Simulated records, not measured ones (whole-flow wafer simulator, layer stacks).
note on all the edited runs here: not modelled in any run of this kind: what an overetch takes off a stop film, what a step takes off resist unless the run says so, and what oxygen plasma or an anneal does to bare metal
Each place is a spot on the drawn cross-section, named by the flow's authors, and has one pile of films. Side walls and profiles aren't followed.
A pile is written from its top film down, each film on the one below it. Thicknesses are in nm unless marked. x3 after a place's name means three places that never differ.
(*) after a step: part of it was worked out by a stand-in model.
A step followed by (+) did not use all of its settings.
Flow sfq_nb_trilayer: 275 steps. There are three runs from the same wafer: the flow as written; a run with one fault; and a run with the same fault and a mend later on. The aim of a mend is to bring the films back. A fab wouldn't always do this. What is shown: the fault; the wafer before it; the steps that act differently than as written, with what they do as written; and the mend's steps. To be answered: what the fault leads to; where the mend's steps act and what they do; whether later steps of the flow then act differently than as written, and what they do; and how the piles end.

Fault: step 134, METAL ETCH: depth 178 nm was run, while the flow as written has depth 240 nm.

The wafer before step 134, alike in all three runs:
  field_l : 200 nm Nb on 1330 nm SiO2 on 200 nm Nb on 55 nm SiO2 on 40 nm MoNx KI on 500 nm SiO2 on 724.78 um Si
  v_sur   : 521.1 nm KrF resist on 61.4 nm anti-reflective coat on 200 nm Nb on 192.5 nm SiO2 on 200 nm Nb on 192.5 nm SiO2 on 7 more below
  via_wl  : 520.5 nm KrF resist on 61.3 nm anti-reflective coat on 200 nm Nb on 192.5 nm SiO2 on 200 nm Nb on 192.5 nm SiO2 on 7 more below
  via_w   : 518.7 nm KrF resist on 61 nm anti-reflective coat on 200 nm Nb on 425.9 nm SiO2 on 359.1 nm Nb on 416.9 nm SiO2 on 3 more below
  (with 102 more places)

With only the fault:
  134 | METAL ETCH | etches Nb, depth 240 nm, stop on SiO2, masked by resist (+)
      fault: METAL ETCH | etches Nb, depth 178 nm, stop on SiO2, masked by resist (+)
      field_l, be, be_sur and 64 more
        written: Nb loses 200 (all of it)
        fault: Nb loses 178
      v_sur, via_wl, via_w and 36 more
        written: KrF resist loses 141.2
        fault: KrF resist loses 104.7
  Later steps of the flow acting differently than as written:
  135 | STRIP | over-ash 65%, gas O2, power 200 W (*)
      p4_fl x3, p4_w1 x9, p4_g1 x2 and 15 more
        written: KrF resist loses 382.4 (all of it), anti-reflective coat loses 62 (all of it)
        fault: KrF resist loses 418.9 (all of it), anti-reflective coat loses 62 (all of it)
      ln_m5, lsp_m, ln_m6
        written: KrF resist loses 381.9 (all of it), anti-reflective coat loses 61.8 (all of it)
        fault: KrF resist loses 418.4 (all of it), anti-reflective coat loses 61.8 (all of it)
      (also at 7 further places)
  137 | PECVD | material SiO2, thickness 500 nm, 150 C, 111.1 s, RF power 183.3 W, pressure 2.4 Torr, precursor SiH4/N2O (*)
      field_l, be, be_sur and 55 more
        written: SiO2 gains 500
        fault: SiO2 gains 500 (new film)
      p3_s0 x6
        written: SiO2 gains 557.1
        fault: SiO2 gains 535.1 (new film)
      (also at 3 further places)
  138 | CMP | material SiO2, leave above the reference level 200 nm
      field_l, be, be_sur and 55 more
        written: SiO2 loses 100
        fault: SiO2 loses 122
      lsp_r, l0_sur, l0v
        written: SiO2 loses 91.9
        fault: SiO2 loses 114.8
  The piles end different from the flow's at field_l, be, be_sur and 64 more by more than 2% or 0.5 nm, whichever is larger.
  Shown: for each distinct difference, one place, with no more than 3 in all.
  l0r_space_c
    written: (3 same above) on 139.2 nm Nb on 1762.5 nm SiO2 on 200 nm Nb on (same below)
    fault: (3 same above) on 139.2 nm Nb on 370.5 nm SiO2 on 22 nm Nb on 1370 nm SiO2 on 200 nm Nb on (same below)
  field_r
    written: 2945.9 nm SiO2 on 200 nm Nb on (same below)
    fault: 1553.9 nm SiO2 on 22 nm Nb on 1370 nm SiO2 on 200 nm Nb on (same below)
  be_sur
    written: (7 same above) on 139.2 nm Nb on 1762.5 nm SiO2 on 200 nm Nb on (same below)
    fault: (7 same above) on 139.2 nm Nb on 370.5 nm SiO2 on 22 nm Nb on 1370 nm SiO2 on 200 nm Nb on (same below)

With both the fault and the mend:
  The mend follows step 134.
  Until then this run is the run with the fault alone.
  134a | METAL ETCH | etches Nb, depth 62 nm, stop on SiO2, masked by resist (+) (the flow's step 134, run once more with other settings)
      field_l, be, be_sur and 64 more
        Nb loses 22 (all of it)
      v_sur, via_wl, via_w and 36 more
        KrF resist loses 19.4
  Later steps of the flow acting differently than as written:
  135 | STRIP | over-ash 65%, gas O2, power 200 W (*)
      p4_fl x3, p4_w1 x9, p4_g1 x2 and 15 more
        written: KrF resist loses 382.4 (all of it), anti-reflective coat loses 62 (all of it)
        mend: KrF resist loses 399.4 (all of it), anti-reflective coat loses 62 (all of it)
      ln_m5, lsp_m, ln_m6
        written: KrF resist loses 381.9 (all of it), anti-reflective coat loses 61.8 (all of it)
        mend: KrF resist loses 399 (all of it), anti-reflective coat loses 61.8 (all of it)
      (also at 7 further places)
  By the end, the piles equal the flow's at every place that both follow.
